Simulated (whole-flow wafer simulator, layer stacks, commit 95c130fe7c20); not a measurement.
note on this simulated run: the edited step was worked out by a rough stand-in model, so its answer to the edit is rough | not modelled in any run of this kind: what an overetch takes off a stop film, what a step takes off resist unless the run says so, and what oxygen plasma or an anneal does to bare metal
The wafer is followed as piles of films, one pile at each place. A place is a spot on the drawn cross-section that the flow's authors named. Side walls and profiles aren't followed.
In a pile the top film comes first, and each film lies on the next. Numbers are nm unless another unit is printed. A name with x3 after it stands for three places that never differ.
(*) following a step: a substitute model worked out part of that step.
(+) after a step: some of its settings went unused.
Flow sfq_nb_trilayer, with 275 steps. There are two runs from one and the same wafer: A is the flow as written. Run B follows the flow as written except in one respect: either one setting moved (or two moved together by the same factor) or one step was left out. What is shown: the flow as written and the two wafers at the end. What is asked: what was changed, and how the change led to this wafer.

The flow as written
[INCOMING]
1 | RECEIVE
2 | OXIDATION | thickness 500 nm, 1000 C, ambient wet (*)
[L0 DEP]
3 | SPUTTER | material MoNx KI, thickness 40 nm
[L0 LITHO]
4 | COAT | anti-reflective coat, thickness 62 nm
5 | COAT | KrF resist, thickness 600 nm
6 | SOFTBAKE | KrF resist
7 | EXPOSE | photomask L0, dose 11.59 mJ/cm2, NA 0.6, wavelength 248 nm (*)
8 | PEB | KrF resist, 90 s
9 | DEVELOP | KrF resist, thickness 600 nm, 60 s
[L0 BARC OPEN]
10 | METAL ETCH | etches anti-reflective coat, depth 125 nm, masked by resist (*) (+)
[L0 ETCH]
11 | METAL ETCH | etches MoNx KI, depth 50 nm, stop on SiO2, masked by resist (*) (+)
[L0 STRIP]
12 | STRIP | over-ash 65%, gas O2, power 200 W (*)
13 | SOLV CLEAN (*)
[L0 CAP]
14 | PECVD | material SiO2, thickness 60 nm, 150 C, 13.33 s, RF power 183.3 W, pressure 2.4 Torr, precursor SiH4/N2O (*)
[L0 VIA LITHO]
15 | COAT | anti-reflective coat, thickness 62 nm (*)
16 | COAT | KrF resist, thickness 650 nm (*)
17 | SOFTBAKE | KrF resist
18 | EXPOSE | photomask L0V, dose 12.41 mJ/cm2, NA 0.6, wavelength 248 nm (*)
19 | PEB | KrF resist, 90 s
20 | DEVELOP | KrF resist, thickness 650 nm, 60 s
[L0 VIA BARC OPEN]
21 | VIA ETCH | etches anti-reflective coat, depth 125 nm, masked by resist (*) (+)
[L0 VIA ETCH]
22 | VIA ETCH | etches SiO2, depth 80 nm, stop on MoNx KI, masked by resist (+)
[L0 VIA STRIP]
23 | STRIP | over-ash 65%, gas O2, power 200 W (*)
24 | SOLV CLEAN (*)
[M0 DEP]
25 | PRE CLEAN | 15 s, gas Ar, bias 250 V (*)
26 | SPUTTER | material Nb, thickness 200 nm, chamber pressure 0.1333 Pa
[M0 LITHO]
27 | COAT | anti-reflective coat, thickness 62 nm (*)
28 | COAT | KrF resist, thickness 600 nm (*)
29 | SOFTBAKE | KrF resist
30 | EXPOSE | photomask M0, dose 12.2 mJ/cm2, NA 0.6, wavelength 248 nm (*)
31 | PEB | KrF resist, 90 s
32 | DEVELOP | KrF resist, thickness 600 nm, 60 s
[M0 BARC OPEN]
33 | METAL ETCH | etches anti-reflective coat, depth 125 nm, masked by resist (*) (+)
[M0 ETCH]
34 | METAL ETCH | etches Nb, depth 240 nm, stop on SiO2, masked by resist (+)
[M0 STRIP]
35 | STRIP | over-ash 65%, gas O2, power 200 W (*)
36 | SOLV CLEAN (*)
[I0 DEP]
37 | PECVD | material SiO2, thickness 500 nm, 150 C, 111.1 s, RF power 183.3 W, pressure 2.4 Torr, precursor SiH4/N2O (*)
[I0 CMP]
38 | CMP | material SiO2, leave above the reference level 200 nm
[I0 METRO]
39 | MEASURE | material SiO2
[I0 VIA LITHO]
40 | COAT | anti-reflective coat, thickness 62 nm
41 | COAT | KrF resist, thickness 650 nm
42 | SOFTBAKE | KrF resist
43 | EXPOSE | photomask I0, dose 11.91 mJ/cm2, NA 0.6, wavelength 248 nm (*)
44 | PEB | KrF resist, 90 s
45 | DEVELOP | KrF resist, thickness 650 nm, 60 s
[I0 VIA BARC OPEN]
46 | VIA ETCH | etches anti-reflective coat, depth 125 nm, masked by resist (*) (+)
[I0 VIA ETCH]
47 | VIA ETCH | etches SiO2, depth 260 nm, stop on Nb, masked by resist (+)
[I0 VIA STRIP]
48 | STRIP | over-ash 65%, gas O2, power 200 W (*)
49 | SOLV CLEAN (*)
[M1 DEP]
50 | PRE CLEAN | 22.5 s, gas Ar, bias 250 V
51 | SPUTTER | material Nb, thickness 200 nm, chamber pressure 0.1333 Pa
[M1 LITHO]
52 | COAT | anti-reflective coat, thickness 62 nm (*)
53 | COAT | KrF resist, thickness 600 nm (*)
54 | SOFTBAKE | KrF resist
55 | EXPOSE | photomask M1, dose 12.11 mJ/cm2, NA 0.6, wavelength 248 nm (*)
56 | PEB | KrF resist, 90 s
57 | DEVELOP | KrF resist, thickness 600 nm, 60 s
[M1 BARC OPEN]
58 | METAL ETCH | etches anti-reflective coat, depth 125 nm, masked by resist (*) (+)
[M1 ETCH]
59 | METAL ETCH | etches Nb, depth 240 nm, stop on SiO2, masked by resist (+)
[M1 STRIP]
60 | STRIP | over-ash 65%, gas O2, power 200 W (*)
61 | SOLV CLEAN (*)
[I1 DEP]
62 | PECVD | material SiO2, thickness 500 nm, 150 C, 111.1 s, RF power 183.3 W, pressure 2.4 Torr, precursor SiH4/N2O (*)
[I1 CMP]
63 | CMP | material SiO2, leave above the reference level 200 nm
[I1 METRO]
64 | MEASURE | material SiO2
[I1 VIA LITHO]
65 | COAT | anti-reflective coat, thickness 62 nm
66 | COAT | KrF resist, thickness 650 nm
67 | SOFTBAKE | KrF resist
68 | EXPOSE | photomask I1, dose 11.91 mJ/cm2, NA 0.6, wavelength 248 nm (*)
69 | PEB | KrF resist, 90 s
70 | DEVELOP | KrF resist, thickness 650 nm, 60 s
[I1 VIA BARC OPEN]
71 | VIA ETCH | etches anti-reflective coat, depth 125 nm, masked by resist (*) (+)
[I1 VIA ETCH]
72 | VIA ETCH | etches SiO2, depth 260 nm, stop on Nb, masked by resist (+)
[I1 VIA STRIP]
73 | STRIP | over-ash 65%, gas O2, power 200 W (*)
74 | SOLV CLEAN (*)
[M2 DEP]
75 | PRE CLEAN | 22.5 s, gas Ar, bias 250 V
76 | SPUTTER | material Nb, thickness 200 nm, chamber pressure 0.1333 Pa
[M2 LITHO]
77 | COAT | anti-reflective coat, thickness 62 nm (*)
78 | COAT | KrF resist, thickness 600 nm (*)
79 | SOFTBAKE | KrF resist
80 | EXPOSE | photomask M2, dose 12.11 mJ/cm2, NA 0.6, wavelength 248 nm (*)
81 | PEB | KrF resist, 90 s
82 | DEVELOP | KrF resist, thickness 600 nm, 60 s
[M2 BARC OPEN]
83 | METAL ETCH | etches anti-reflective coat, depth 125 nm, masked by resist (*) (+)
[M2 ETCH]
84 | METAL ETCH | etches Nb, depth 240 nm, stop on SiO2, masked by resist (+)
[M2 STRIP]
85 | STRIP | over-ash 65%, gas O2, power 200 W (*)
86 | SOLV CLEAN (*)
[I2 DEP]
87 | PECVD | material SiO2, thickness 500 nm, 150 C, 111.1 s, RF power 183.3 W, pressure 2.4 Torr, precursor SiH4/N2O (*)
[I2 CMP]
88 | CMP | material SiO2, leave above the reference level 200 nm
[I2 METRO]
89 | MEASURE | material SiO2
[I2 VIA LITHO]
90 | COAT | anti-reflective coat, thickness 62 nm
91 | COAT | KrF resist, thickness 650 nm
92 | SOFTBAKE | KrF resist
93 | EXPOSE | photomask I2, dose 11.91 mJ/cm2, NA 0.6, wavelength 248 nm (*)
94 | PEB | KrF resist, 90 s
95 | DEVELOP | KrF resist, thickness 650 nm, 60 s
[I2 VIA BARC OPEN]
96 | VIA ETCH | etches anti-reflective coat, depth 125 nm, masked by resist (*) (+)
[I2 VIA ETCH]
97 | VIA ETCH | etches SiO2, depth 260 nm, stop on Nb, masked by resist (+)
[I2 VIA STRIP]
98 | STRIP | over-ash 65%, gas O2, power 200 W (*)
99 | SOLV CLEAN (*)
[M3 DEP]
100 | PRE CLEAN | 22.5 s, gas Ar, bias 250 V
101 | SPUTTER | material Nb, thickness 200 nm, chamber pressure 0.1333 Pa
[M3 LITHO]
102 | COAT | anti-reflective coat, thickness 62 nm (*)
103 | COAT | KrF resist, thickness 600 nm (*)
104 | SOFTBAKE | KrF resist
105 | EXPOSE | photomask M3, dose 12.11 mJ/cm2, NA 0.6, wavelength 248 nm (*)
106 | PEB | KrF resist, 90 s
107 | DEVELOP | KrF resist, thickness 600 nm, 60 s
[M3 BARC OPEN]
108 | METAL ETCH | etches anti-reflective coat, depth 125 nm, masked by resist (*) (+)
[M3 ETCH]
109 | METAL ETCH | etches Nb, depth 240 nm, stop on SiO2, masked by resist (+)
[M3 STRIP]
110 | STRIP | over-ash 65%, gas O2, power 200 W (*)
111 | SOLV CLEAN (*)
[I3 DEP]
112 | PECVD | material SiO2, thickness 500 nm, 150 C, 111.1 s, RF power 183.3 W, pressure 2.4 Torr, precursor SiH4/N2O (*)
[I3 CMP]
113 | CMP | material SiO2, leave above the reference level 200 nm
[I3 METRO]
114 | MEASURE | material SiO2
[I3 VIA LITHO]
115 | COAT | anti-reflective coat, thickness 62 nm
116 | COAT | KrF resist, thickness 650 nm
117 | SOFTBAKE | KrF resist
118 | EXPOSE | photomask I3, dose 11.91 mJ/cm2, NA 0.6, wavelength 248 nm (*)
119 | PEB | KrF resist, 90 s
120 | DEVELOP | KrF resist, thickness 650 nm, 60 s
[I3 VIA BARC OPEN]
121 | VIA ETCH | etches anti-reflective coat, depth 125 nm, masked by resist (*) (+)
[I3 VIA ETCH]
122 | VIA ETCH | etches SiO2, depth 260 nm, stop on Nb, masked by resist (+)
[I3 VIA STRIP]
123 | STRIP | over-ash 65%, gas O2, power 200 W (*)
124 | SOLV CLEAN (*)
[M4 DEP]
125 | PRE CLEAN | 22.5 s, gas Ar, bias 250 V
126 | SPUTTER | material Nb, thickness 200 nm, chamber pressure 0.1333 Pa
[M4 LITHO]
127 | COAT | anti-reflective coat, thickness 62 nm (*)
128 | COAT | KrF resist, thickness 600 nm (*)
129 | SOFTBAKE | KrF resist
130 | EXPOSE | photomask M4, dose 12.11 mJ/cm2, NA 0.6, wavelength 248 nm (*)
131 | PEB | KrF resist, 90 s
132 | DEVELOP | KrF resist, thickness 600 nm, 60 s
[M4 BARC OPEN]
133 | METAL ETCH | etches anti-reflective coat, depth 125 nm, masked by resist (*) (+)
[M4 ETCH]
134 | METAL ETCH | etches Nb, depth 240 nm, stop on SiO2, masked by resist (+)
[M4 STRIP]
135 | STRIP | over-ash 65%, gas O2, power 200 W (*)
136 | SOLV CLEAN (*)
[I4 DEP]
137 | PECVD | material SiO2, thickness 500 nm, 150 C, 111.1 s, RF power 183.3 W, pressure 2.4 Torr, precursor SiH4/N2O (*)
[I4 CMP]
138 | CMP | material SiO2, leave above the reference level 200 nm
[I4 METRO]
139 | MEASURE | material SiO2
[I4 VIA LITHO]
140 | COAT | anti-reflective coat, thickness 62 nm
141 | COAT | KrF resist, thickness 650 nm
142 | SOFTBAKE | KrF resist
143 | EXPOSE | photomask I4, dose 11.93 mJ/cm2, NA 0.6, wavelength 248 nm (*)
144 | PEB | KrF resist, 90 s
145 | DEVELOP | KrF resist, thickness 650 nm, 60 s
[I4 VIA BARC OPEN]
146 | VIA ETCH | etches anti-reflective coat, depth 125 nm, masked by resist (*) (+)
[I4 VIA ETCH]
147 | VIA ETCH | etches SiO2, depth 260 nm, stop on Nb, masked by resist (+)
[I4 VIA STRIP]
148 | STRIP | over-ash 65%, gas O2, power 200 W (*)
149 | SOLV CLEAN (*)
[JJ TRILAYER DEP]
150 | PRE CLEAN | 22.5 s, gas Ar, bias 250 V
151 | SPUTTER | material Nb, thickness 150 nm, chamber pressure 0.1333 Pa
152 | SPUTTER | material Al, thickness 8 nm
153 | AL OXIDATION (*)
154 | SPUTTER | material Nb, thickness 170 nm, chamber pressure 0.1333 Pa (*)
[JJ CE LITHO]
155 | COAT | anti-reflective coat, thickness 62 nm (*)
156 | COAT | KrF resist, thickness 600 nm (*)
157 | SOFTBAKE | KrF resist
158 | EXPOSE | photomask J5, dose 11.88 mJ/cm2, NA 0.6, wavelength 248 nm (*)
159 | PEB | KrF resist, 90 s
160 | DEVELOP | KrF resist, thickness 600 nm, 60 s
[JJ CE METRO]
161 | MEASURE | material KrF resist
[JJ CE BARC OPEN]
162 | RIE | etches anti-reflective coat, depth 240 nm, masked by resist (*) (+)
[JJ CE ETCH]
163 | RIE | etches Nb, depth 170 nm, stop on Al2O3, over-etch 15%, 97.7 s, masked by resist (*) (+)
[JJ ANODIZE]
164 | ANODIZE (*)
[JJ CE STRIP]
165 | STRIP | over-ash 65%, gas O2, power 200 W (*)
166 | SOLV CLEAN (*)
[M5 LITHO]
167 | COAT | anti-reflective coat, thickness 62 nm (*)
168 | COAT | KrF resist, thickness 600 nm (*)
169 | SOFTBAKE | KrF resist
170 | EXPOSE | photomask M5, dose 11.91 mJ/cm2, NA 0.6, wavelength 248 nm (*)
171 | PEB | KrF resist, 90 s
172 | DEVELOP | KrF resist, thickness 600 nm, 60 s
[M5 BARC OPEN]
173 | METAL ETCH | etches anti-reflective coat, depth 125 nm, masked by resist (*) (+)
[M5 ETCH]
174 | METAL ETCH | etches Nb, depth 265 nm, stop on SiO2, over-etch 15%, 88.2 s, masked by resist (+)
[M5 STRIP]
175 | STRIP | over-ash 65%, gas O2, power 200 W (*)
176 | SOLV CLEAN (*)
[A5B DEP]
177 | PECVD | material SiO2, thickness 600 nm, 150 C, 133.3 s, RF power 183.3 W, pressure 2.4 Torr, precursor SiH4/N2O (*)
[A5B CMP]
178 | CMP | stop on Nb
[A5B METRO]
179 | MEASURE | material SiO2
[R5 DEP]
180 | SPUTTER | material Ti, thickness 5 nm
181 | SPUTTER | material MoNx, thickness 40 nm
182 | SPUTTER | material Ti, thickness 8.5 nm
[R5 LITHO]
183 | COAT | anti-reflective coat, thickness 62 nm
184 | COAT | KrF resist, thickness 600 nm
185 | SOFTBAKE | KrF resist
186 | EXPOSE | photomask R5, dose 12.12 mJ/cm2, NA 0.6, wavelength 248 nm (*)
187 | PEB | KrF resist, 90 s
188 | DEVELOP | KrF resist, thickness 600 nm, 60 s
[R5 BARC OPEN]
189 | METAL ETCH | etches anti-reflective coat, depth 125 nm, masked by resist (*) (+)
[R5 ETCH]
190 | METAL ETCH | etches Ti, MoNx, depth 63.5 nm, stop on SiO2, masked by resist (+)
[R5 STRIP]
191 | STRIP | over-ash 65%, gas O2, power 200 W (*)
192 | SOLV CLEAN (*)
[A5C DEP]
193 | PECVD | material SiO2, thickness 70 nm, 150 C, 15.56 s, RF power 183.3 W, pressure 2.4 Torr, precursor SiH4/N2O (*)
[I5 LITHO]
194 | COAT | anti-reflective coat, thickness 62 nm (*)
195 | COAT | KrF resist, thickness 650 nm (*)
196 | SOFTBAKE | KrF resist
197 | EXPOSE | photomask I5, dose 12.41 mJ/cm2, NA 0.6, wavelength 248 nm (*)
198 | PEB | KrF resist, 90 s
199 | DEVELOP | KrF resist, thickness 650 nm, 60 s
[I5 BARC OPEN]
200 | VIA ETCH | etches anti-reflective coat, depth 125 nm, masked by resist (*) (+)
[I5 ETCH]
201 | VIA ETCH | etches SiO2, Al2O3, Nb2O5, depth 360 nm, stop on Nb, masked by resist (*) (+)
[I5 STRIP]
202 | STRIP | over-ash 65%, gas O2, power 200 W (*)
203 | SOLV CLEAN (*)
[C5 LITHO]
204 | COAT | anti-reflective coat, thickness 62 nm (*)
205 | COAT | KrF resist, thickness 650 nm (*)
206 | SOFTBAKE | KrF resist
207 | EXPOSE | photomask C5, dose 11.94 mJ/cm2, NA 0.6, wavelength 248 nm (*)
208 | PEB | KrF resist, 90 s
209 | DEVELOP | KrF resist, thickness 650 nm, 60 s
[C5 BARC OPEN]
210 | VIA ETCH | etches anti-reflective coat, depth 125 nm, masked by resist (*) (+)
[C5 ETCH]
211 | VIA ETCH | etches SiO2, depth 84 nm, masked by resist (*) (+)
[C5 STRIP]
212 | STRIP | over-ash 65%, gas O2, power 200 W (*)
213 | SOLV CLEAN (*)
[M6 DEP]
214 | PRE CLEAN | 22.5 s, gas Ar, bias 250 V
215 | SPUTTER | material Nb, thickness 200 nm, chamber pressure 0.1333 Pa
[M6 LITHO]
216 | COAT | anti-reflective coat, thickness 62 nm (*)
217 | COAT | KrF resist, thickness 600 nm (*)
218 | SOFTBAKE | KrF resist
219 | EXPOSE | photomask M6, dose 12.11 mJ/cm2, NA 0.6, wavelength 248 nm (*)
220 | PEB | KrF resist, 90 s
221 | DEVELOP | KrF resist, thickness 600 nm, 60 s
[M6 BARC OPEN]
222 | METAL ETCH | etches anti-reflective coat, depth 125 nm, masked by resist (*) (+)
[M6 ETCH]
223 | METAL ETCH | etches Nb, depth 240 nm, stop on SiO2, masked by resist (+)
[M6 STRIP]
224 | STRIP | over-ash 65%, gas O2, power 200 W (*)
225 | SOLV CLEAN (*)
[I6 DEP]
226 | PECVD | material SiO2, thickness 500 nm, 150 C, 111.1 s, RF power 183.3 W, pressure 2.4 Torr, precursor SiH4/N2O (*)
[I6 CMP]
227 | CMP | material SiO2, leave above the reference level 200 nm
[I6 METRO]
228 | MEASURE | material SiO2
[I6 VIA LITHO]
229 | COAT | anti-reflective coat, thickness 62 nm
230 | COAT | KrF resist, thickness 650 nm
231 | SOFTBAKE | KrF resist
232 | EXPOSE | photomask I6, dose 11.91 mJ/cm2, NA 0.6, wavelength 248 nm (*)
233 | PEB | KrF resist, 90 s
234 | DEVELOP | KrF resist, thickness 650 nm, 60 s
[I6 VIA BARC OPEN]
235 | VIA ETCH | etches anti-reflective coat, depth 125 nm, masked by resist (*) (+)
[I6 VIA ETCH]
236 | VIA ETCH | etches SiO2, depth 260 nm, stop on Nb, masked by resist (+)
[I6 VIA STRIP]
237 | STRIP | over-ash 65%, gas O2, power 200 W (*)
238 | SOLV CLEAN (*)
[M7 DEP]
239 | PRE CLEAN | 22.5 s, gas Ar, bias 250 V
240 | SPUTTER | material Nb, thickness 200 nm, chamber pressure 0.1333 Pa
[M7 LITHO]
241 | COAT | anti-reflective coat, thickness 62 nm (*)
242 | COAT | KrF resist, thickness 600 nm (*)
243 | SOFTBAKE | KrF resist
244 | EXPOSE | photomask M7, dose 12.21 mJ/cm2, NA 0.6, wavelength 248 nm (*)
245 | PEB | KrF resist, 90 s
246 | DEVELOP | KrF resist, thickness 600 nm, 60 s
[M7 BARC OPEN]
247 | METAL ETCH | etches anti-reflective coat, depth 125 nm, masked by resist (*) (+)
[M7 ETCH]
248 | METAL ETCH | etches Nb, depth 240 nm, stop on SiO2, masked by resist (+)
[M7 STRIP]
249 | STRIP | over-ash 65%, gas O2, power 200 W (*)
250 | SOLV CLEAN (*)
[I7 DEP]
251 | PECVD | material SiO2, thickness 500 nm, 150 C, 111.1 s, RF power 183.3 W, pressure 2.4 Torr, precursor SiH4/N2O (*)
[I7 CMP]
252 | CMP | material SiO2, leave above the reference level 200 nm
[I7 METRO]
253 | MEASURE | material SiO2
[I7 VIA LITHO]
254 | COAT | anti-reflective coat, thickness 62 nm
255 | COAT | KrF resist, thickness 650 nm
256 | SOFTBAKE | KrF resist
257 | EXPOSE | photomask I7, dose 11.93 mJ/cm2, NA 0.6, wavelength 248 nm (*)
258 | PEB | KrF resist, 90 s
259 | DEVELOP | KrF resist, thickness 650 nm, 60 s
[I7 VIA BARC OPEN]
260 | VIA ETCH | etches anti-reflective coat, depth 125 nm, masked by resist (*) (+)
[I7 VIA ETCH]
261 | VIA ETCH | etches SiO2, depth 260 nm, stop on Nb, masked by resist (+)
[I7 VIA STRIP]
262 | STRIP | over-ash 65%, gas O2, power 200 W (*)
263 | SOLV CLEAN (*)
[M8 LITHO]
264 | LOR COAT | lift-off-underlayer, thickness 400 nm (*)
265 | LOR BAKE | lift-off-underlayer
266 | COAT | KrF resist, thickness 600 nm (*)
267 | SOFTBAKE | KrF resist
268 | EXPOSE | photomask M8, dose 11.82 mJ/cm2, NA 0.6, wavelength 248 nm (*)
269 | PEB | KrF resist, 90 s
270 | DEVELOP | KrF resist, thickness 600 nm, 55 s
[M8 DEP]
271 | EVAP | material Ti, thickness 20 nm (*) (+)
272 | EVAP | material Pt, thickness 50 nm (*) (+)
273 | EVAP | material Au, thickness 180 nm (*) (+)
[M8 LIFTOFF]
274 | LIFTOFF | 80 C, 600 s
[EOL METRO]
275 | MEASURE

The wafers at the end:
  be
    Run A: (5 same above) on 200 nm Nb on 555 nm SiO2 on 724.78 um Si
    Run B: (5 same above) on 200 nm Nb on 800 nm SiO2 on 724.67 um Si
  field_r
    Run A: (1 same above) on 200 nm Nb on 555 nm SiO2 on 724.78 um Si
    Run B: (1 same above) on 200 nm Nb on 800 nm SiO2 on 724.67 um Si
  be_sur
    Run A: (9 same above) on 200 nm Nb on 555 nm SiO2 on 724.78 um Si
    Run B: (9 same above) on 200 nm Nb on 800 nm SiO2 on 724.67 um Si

The reason: step 2, OXIDATION: thickness 745 nm was run, though the flow has thickness 500 nm.

Step by step, how the change led to this:
  2 | OXIDATION | thickness 500 nm, 1000 C, ambient wet (*)
      field_l, v_sur, via_wl and 103 more: A SiO2 gains 500 (new film), chemical SiO2 loses 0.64 (all of it), Si loses 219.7 | B SiO2 gains 745 (new film), chemical SiO2 loses 0.64 (all of it), Si loses 327.5
